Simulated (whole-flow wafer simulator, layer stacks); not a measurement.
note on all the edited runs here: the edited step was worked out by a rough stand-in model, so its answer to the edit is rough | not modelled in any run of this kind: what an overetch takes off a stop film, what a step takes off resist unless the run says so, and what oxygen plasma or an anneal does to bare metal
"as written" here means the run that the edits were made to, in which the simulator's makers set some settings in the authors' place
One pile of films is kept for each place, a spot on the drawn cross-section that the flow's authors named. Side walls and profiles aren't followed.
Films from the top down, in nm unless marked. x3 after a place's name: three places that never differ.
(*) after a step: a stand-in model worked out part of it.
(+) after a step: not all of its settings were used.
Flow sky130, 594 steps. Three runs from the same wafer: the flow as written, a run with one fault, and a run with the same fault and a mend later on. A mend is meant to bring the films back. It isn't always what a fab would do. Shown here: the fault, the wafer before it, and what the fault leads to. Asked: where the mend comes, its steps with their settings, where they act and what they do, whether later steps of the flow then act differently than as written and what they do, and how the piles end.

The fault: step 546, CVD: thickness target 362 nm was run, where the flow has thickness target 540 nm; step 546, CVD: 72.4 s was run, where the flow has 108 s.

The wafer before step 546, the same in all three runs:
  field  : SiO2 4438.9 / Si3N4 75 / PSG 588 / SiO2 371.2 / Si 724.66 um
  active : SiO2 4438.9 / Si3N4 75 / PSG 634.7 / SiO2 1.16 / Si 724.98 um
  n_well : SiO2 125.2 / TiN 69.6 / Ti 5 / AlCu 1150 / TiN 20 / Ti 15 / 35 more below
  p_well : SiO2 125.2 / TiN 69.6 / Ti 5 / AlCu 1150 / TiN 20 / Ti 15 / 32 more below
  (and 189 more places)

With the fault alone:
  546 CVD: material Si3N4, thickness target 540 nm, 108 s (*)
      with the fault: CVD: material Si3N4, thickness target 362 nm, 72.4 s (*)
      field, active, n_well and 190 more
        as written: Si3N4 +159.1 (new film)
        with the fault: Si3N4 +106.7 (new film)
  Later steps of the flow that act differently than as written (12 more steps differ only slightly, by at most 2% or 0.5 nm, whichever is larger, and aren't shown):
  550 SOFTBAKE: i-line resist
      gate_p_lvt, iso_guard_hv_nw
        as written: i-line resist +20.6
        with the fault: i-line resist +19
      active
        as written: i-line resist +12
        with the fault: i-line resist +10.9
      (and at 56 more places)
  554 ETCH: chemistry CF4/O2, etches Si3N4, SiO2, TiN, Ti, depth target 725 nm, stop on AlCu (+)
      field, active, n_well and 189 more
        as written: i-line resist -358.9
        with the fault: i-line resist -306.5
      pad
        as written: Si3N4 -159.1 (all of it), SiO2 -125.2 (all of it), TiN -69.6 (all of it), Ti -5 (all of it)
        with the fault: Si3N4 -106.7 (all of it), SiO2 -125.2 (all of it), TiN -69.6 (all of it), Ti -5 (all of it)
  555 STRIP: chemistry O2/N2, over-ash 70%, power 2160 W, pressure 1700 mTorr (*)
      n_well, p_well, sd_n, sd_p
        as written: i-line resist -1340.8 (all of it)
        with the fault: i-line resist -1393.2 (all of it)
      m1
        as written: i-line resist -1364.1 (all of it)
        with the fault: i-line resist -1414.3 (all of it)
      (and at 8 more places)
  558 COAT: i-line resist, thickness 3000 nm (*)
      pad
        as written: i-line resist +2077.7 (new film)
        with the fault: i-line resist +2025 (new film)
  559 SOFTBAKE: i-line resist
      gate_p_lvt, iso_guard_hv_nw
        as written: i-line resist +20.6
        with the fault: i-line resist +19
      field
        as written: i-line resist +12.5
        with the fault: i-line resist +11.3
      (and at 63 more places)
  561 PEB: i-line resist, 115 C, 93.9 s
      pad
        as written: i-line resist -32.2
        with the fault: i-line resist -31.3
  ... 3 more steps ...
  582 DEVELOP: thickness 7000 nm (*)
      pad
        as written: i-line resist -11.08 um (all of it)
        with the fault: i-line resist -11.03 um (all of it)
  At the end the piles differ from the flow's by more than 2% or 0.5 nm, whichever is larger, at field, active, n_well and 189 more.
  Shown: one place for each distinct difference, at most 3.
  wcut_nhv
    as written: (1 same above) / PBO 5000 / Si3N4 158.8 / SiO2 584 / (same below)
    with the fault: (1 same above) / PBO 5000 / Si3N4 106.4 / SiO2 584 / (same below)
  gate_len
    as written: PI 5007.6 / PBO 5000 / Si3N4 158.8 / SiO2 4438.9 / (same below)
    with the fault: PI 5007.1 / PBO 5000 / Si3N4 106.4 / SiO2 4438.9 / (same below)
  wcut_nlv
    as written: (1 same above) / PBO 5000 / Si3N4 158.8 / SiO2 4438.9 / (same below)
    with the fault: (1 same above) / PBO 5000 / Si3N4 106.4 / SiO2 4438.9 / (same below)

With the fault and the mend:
  The mend comes after step 553.
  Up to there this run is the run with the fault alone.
  553a STRIP: chemistry O2/N2, over-ash 70%, power 2160 W, pressure 1700 mTorr (*)
      gate_hv, dice_street, iso_guard and 83 more
        i-line resist -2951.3 (all of it)
      n_well, p_well, sd_n, sd_p
        i-line resist -1699.7 (all of it)
      mim_edge_plate_strap, mim_edge_plate, mim_edge_gap, mim_edge_gap_sheet
        i-line resist -2961.8 (all of it)
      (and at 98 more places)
  553b CVD: material Si3N4, thickness target 178 nm, 35.6 s (*) (the flow's step 546 once more, with other settings)
      field, active, n_well and 190 more
        Si3N4 +52.5
  553c HMDS: 120 C, 60 s (the flow's step 548 once more)
      changes no film at any place that is followed
  553d COAT: i-line resist, thickness 3000 nm (*) (the flow's step 549 once more)
      gate_hv, dice_street, iso_guard and 83 more
        i-line resist +3000 (new film)
      n_well, p_well, sd_n, sd_p, pad
        i-line resist +1726 (new film)
      active, active_p_lvt, field_nw, iso_guard_nw
        i-line resist +3005.4 (new film)
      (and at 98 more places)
  553e SOFTBAKE: i-line resist (the flow's step 550 once more)
      drift_dnw, rpo_hd_licon
        i-line resist -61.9
      gate_p_lvt, iso_guard_hv_nw
        i-line resist +20.6
      field
        i-line resist -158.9
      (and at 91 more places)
  553f EXPOSE: photomask NSM (the flow's step 551 once more)
      changes no film at any place that is followed
  553g PEB: i-line resist, 115 C, 93.9 s (the flow's step 552 once more)
      gate_hv, dice_street, iso_guard and 92 more
        i-line resist -48.7
      gate, spacer, sonos_cell and 15 more
        i-line resist -49.2
      vpp_tail, sti_nw, ndiff_ln and 8 more
        i-line resist -48.8
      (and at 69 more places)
  553h DEVELOP: thickness 3000 nm (*) (the flow's step 553 once more)
      pwell_dnw, vpp_tail, vpp_guard and 16 more
        i-line resist -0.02
      pad
        i-line resist -1699.7 (all of it)
  No later step of the flow acts differently than as written, at any place that is followed, by more than 2% or 0.5 nm, whichever is larger.
  At the end the piles differ from the flow's only slightly at the places that both follow, by at most 2% or 0.5 nm, whichever is larger.
